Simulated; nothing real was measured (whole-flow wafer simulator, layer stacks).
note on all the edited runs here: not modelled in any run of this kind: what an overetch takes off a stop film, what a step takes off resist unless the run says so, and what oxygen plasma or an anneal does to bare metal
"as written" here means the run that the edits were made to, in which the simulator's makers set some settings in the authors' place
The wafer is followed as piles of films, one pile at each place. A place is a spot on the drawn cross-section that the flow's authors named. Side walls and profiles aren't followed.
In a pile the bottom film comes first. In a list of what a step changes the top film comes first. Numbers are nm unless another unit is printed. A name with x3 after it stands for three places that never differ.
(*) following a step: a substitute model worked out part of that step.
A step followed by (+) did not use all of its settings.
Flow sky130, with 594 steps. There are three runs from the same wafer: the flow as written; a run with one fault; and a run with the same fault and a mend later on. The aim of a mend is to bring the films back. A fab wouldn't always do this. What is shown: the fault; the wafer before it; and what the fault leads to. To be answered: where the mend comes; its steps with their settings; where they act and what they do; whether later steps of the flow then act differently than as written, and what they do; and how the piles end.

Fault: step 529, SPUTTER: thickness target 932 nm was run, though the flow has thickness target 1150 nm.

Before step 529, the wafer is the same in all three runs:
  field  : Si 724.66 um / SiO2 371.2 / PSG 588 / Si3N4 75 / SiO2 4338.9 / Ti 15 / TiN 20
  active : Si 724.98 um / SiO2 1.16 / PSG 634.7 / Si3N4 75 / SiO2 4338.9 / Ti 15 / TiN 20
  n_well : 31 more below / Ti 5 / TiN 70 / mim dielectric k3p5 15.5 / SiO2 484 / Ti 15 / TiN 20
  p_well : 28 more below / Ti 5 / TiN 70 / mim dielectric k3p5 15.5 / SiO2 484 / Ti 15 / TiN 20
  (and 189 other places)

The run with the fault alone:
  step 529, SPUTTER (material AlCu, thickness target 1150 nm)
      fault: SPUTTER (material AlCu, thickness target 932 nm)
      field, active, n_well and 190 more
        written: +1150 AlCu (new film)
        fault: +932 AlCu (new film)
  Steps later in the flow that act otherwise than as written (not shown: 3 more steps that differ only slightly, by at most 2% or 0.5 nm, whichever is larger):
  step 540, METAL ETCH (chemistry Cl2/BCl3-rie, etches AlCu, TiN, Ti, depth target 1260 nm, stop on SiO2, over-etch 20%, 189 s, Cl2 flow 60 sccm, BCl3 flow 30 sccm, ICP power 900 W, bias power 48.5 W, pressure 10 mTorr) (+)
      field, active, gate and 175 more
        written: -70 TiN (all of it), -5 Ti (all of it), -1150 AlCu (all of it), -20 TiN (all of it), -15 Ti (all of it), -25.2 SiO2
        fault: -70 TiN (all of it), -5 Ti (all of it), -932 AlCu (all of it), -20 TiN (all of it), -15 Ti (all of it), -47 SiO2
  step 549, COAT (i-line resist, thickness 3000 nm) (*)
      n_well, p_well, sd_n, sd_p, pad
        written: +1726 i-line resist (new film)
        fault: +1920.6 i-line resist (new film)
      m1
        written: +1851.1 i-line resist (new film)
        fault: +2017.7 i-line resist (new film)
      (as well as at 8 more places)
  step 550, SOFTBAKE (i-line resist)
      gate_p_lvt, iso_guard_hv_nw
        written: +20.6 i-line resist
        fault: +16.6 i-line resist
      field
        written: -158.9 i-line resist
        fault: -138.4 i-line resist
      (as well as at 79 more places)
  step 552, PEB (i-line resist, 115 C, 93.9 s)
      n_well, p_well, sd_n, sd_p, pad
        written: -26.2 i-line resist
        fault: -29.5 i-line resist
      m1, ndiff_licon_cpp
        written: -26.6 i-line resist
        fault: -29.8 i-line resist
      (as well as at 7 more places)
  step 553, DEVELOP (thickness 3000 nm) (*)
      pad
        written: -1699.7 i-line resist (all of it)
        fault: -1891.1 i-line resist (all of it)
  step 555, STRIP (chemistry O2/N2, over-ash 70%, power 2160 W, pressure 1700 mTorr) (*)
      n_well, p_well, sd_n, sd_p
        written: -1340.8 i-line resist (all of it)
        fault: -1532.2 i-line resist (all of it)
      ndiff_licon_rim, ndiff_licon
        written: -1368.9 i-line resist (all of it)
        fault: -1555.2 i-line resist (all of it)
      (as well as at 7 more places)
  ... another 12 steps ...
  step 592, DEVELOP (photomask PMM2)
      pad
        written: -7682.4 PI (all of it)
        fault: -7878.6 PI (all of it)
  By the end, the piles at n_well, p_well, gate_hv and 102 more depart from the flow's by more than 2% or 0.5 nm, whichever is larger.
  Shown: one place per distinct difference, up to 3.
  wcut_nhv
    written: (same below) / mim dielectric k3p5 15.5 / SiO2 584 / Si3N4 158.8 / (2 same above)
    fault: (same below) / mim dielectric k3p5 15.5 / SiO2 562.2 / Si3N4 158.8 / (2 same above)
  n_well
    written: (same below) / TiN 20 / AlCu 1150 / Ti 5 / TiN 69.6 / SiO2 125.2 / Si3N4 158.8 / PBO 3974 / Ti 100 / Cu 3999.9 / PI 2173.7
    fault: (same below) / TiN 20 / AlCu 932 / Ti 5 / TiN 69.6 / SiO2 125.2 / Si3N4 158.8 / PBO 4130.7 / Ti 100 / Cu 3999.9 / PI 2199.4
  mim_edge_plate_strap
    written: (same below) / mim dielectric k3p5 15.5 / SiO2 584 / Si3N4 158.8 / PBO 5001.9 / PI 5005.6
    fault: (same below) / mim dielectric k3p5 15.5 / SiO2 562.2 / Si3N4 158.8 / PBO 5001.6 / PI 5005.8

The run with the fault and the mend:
  The mend stands after step 529.
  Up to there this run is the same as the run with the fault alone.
  step 529a, SPUTTER (material AlCu, thickness target 218 nm) (the flow's step 529, run once more with other settings)
      field, active, n_well and 190 more
        +218 AlCu
  Every later step of the flow that is run acts as written at every place that is followed.
  At every place that both follow, the piles at the end match the flow's.
